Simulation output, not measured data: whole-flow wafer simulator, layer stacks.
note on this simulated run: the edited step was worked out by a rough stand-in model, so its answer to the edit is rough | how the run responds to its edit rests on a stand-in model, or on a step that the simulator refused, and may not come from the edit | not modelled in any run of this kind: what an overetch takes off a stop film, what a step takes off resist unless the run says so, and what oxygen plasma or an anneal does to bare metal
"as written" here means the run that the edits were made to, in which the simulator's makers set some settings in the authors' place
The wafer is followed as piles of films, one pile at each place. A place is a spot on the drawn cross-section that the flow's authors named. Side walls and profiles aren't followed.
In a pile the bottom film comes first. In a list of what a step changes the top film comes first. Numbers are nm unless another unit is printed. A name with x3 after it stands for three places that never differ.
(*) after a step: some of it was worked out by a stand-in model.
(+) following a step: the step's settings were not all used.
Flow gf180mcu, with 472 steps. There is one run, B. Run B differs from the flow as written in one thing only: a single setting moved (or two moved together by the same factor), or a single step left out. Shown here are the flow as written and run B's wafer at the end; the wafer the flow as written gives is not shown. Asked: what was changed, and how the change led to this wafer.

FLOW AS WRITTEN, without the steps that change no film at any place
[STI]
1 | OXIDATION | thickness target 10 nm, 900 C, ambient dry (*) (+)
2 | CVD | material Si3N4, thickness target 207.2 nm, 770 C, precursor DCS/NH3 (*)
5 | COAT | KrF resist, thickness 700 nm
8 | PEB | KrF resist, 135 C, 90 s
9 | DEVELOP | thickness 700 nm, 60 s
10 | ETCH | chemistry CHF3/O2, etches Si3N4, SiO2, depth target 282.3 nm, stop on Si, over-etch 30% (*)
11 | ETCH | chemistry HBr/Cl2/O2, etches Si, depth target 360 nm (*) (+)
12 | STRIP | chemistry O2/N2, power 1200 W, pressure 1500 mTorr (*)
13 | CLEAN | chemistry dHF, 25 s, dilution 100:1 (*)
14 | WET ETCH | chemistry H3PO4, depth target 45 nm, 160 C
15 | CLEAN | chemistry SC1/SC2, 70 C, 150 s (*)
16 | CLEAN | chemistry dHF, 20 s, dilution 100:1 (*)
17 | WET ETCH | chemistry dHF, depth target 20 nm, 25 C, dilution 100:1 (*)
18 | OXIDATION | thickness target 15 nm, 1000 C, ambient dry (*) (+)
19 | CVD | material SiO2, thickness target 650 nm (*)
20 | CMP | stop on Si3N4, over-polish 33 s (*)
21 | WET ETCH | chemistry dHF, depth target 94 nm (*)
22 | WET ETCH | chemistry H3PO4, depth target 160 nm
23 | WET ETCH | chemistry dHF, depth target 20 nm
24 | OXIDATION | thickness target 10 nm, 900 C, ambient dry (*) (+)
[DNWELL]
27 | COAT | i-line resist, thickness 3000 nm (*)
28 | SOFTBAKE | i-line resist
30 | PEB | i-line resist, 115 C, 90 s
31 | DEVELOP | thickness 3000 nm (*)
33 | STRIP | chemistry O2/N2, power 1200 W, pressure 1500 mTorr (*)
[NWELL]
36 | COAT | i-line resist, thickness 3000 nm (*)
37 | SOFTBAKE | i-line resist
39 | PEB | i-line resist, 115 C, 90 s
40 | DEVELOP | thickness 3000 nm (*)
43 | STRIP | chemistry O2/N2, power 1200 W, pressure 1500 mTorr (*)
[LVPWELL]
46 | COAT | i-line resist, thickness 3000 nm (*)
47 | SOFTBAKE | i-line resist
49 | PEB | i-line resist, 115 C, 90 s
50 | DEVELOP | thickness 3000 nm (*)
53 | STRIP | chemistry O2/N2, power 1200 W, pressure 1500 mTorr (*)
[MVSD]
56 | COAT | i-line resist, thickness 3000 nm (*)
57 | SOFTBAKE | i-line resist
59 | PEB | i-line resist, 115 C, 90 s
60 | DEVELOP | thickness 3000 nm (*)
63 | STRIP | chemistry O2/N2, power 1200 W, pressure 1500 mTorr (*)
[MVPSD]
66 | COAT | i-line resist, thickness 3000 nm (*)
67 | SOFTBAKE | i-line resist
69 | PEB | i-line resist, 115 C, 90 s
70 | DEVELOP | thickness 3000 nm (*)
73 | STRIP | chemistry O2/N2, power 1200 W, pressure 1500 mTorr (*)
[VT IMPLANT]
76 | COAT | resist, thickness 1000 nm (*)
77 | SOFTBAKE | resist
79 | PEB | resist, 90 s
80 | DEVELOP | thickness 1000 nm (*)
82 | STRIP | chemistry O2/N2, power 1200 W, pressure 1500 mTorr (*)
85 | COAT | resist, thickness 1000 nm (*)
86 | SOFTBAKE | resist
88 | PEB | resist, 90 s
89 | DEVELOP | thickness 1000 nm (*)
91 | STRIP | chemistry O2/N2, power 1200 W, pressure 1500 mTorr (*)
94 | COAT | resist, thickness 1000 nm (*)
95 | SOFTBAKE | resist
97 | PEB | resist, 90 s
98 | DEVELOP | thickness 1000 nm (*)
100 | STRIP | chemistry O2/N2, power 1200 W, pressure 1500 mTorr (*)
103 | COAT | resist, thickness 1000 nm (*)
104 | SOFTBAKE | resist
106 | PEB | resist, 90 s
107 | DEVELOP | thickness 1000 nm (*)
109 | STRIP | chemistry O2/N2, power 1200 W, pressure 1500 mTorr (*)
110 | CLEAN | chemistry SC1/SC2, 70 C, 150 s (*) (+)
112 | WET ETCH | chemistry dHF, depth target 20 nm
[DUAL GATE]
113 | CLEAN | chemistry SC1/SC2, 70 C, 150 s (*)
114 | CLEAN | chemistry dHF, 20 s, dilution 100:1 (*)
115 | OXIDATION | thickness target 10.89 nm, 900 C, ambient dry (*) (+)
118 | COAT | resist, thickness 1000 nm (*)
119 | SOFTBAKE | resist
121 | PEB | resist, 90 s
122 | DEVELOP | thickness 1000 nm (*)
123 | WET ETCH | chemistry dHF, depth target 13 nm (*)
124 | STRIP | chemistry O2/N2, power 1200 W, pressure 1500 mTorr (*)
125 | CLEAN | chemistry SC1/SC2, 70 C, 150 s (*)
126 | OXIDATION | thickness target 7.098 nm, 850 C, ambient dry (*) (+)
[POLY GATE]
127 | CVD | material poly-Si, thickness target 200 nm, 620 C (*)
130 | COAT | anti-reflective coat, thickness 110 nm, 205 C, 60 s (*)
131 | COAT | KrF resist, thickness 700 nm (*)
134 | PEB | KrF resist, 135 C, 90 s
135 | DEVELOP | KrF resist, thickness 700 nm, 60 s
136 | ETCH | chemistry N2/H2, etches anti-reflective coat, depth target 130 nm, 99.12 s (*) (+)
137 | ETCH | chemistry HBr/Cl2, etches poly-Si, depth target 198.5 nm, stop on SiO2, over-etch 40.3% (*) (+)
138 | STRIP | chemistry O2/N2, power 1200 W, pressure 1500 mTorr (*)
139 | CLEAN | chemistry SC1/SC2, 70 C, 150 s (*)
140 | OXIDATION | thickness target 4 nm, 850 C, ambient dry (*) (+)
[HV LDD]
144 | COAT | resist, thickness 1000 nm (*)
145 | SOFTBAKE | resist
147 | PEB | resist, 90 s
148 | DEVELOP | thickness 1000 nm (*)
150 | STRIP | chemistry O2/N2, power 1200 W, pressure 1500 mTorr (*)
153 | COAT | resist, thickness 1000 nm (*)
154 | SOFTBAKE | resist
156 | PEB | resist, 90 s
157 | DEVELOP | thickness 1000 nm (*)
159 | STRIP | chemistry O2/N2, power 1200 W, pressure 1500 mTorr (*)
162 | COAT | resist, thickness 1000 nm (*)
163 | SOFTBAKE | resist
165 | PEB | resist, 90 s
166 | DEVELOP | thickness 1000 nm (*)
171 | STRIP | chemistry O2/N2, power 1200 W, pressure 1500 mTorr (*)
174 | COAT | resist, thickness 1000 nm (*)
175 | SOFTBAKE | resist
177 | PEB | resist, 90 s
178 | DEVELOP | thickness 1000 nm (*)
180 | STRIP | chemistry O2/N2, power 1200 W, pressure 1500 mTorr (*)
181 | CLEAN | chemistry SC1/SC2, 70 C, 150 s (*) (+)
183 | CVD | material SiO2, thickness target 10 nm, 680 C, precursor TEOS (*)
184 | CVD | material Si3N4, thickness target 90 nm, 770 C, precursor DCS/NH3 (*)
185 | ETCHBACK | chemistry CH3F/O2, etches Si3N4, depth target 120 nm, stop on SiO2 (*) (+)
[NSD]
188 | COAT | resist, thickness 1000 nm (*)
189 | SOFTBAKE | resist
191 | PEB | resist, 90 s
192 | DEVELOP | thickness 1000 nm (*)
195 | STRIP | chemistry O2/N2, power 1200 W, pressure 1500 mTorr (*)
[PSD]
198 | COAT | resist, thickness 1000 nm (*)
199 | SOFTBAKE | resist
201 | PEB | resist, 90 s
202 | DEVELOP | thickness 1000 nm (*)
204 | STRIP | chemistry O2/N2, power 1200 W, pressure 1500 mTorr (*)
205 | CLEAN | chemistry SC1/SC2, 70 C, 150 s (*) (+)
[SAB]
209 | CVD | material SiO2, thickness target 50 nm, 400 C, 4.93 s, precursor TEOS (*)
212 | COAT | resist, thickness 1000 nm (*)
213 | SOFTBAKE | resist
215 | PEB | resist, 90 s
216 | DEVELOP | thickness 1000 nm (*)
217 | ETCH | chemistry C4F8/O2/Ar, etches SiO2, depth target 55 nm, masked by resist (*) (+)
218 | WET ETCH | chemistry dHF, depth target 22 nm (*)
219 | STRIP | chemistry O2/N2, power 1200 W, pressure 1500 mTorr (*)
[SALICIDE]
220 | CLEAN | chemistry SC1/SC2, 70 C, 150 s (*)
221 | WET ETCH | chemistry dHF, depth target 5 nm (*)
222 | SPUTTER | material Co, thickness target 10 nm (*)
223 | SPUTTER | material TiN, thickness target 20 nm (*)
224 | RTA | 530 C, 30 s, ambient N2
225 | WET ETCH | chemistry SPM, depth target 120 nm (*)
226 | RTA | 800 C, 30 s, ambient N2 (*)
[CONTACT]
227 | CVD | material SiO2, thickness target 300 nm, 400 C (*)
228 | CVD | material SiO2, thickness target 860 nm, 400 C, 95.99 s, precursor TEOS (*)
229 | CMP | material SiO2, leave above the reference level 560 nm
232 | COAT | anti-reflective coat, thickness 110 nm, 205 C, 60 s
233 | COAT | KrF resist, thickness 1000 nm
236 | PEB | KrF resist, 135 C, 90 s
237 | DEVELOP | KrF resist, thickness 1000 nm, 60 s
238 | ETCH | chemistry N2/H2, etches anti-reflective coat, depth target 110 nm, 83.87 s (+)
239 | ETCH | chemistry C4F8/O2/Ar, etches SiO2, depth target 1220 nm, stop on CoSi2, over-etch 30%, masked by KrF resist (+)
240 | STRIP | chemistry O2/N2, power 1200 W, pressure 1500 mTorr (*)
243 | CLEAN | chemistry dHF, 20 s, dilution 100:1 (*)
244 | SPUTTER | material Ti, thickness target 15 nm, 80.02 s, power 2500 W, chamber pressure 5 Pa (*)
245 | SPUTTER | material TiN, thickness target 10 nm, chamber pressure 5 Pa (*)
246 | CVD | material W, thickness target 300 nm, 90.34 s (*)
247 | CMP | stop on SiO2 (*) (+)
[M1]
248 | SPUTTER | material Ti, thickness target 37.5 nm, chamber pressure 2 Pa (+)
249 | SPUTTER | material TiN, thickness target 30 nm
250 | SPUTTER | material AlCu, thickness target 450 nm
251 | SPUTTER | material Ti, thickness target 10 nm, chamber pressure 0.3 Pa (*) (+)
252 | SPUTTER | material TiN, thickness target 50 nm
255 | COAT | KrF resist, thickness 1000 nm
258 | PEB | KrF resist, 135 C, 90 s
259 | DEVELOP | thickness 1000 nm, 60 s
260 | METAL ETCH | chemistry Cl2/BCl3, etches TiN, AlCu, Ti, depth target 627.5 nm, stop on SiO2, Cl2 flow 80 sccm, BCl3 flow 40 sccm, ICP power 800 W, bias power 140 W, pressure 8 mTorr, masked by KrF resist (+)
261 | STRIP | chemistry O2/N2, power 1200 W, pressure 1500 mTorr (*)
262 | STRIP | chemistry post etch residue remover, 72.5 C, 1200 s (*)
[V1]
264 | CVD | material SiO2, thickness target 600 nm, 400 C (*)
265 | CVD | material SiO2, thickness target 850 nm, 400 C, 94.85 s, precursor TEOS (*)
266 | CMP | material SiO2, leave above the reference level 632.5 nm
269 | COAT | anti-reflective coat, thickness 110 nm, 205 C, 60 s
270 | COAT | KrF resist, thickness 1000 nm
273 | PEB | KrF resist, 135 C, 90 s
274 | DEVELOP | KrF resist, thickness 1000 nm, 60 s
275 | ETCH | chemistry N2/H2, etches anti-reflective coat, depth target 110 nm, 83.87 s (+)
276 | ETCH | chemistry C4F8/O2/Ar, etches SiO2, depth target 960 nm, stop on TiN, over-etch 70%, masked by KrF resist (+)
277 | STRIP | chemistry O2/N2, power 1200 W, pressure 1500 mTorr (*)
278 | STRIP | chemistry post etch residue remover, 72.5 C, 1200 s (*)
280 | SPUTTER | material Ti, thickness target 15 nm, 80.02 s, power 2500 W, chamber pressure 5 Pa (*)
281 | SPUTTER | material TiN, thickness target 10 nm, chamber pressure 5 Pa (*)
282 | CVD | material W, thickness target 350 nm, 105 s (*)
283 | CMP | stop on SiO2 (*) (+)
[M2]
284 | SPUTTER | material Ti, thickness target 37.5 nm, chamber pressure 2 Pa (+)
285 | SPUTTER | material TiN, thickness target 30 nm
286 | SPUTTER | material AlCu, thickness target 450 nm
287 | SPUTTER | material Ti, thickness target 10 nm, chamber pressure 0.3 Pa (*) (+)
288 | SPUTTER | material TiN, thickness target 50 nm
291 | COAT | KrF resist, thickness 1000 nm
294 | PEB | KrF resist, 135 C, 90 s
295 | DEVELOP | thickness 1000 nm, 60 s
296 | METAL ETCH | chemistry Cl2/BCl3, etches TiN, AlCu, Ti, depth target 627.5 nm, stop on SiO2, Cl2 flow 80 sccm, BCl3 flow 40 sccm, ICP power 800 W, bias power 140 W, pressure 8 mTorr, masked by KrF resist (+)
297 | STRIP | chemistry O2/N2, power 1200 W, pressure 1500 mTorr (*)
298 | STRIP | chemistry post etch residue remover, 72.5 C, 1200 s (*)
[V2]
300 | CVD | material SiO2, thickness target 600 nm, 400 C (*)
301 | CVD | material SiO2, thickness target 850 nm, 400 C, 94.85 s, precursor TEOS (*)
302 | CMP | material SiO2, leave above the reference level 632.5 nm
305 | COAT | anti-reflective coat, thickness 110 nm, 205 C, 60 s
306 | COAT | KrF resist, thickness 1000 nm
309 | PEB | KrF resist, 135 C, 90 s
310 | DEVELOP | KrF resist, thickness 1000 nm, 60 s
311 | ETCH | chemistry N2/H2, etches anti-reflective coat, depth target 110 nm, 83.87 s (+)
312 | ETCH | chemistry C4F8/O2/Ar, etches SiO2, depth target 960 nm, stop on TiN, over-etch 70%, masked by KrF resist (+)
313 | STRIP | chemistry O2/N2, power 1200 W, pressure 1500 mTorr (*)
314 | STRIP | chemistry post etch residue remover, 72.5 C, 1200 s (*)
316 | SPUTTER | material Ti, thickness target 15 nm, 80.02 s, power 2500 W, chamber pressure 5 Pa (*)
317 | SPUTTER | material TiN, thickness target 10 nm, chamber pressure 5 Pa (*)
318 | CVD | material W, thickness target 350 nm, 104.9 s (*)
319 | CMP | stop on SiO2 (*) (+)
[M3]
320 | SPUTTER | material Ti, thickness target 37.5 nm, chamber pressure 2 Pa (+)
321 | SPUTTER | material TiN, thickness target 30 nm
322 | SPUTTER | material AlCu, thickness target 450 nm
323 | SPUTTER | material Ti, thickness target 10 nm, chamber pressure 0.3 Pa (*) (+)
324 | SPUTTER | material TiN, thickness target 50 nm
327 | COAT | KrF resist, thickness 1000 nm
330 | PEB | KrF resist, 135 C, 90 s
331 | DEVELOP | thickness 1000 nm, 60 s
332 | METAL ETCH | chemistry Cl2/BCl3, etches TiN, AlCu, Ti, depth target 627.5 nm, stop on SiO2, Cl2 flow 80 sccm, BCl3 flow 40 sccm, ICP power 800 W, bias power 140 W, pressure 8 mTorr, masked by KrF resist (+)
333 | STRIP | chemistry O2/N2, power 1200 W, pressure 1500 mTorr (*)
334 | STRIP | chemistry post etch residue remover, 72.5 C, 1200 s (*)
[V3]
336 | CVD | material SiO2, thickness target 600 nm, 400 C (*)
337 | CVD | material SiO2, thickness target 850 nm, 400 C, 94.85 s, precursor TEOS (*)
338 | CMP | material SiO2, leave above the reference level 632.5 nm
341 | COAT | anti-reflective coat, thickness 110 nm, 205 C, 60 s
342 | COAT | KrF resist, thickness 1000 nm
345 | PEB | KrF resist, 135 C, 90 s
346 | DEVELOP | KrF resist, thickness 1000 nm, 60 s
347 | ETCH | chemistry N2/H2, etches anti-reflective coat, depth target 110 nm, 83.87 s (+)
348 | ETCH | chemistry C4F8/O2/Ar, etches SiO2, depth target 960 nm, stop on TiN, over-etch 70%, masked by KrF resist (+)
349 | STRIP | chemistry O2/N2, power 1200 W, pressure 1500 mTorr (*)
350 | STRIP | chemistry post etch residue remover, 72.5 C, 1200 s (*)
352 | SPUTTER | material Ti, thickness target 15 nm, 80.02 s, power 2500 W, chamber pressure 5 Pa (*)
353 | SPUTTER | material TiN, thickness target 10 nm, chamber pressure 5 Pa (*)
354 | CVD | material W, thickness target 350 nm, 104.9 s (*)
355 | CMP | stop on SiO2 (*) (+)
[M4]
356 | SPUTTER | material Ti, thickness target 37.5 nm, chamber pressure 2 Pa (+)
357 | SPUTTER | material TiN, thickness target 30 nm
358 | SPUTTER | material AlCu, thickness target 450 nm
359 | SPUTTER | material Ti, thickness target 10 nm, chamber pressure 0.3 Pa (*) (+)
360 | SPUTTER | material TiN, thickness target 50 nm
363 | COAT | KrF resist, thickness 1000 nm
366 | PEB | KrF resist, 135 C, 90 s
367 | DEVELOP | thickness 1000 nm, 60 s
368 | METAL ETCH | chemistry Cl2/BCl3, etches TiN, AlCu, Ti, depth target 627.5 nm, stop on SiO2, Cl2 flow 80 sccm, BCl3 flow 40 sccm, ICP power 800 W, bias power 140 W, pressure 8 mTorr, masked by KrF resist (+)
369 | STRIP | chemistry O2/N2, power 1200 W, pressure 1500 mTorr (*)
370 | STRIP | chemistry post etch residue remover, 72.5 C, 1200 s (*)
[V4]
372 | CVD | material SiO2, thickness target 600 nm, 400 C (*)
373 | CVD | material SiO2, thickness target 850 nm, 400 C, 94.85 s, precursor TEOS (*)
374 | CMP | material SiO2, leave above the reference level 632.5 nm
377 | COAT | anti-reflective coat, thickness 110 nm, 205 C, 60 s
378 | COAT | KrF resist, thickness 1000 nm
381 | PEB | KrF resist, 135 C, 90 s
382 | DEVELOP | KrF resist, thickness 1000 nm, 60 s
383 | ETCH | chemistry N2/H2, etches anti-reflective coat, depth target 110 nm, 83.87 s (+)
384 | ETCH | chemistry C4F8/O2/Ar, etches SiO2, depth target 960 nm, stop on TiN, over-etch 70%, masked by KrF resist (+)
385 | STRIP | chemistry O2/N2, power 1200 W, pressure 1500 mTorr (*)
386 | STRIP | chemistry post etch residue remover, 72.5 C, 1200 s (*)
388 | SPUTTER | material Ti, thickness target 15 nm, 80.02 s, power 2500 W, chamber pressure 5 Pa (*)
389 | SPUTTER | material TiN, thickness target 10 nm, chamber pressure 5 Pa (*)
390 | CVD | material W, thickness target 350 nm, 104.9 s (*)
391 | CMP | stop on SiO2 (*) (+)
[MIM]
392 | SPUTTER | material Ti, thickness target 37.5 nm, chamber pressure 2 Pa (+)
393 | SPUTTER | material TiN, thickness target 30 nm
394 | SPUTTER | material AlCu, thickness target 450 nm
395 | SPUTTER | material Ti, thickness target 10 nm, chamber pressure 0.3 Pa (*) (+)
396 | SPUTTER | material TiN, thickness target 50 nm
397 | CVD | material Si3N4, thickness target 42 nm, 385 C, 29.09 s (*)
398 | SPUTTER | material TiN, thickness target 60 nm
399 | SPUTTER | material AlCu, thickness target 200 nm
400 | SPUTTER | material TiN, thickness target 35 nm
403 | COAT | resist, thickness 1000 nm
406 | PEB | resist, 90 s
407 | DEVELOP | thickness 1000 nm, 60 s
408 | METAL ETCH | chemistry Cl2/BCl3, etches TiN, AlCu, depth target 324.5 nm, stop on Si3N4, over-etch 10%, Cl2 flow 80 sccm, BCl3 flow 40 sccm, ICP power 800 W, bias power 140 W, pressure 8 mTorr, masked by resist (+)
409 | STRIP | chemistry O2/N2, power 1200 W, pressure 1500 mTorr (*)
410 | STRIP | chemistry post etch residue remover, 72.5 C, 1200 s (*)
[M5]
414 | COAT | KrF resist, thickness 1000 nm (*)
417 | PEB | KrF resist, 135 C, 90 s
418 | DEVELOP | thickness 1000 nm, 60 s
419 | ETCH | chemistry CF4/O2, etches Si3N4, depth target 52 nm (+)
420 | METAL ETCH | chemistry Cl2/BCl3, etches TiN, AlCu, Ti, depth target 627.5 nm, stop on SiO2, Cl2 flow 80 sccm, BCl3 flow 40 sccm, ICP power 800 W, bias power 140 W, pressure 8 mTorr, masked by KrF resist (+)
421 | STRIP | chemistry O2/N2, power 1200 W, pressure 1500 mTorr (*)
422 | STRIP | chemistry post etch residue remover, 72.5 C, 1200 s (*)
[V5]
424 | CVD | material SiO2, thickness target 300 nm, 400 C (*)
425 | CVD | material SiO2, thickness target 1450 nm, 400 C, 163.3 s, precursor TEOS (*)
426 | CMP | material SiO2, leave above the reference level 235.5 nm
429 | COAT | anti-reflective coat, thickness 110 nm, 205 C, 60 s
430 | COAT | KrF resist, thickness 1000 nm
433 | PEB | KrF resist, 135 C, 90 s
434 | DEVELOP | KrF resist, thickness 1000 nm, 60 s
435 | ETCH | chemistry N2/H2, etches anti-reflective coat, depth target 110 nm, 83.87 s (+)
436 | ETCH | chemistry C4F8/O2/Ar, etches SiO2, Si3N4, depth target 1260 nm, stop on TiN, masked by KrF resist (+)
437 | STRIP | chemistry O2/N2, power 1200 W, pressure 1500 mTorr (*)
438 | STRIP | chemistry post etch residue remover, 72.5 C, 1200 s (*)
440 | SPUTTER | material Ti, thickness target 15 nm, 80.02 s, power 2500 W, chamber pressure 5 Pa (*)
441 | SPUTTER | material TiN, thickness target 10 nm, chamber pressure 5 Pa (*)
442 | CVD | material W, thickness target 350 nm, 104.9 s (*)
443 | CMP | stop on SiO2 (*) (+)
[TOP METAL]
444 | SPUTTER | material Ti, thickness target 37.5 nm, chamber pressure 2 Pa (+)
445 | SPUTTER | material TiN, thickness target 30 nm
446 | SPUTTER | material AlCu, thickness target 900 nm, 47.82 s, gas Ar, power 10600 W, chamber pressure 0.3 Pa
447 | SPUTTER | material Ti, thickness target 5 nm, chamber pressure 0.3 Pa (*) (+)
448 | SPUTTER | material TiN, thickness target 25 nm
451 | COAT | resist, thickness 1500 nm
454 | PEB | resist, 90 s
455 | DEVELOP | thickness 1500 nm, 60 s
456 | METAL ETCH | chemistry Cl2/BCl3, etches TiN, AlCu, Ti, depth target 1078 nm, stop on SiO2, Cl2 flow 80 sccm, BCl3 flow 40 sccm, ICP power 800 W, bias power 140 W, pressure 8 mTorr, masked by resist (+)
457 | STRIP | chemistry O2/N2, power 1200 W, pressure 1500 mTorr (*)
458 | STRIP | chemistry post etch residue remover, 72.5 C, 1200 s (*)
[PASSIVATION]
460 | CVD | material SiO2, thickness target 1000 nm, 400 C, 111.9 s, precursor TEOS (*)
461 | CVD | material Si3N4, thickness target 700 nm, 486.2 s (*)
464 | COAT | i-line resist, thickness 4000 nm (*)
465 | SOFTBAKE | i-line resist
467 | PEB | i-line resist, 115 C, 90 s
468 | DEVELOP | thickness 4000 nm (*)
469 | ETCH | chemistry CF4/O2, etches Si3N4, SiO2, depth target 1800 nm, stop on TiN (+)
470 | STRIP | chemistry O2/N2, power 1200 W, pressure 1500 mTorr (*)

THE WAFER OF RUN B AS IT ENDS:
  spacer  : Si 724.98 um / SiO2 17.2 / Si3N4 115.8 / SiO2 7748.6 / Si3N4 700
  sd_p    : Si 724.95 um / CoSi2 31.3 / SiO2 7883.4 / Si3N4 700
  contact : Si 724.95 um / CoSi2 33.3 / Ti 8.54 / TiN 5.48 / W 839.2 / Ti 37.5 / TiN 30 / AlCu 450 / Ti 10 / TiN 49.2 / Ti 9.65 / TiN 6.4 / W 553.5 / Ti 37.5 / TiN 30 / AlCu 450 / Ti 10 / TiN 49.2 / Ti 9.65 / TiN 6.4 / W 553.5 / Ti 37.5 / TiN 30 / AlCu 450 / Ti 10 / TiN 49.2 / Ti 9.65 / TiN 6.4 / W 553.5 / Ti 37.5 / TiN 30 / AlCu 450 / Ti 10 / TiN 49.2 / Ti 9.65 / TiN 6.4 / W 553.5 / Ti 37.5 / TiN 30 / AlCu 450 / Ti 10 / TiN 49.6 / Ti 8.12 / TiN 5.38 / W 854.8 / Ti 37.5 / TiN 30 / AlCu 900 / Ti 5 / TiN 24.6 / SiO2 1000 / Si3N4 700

Cause: step 184, CVD: thickness target 120 nm was run, though the flow has thickness target 90 nm; step 185, ETCHBACK: depth target 160 nm was run, where the flow has depth target 120 nm.

How this came from the change, step by step:
  184 | CVD | material Si3N4, thickness target 90 nm, 770 C, precursor DCS/NH3 (*)
      field, field__w1, field__w2 and 101 more: +120 Si3N4 (new film) (in the flow as written it would be: +90 Si3N4 (new film))
  185 | ETCHBACK | chemistry CH3F/O2, etches Si3N4, depth target 120 nm, stop on SiO2 (*) (+)
      field, field__w1, field__w2 and 100 more: -120 Si3N4 (all of it), -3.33 SiO2 (in the flow as written it would be: -90 Si3N4 (all of it), -2.5 SiO2)
  188 | COAT | resist, thickness 1000 nm (*)
      spacer: +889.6 resist (new film) (in the flow as written it would be: +920.3 resist (new film))
  189 | SOFTBAKE | resist
      field: nothing (in the flow as written it would be: +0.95 resist)
      field__w9: -1.03 resist (in the flow as written it would be: +1.85 resist)
  191 | PEB | resist, 90 s
      spacer: -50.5 resist (in the flow as written it would be: -52.3 resist)
  192 | DEVELOP | thickness 1000 nm (*)
      spacer: -839.2 resist (all of it) (in the flow as written it would be: -868 resist (all of it))
  198 | COAT | resist, thickness 1000 nm (*)
      spacer: +889.6 resist (new film) (in the flow as written it would be: +920.3 resist (new film))
  199 | SOFTBAKE | resist
      field: nothing (in the flow as written it would be: +0.95 resist)
      field__w9: -1.03 resist (in the flow as written it would be: +1.85 resist)
  201 | PEB | resist, 90 s
      spacer: -50.5 resist (in the flow as written it would be: -52.3 resist)
  204 | STRIP | chemistry O2/N2, power 1200 W, pressure 1500 mTorr (*)
      spacer: -839.1 resist (all of it) (in the flow as written it would be: -868 resist (all of it))
  212 | COAT | resist, thickness 1000 nm (*)
      spacer: +888.5 resist (new film) (in the flow as written it would be: +919.2 resist (new film))
  215 | PEB | resist, 90 s
      spacer: -50.4 resist (in the flow as written it would be: -52.3 resist)
  216 | DEVELOP | thickness 1000 nm (*)
      spacer: -838.1 resist (all of it) (in the flow as written it would be: -866.9 resist (all of it))
  218 | WET ETCH | chemistry dHF, depth target 22 nm (*)
      gate, gate_hv, gate_p and 23 more: -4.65 SiO2 (all of it) (in the flow as written it would be: -5.48 SiO2 (all of it))
      active, p_well, sd_n, iso_ptap_pw, iso_ntap_nw, iso_ptap_sub, vpnp_e: -8.18 SiO2 (all of it) (in the flow as written it would be: -9.01 SiO2 (all of it))
      (also at 16 further places)
  223 | SPUTTER | material TiN, thickness target 20 nm (*)
      field__w2: +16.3 TiN (new film) (in the flow as written it would be: +17 TiN (new film))
      field__w3: +14.7 TiN (new film) (in the flow as written it would be: +15.7 TiN (new film))
      (also at 5 further places)
  224 | RTA | 530 C, 30 s, ambient N2
      ld_sd_p: under 1 film: +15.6 CoSi (new film), -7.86 Co (all of it), -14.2 Si (in the flow as written it would be: under 1 film: +16.2 CoSi (new film), -8.12 Co (all of it), -14.7 Si)
      ld_drn_p: under 1 film: +16 CoSi (new film), -8.07 Co (all of it), -14.6 Si (in the flow as written it would be: under 1 film: +16.7 CoSi (new film), -8.4 Co (all of it), -15.2 Si)
  ... 2 other steps ...
  229 | CMP | material SiO2, leave above the reference level 560 nm
      spacer: -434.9 SiO2 (in the flow as written it would be: -404.9 SiO2)
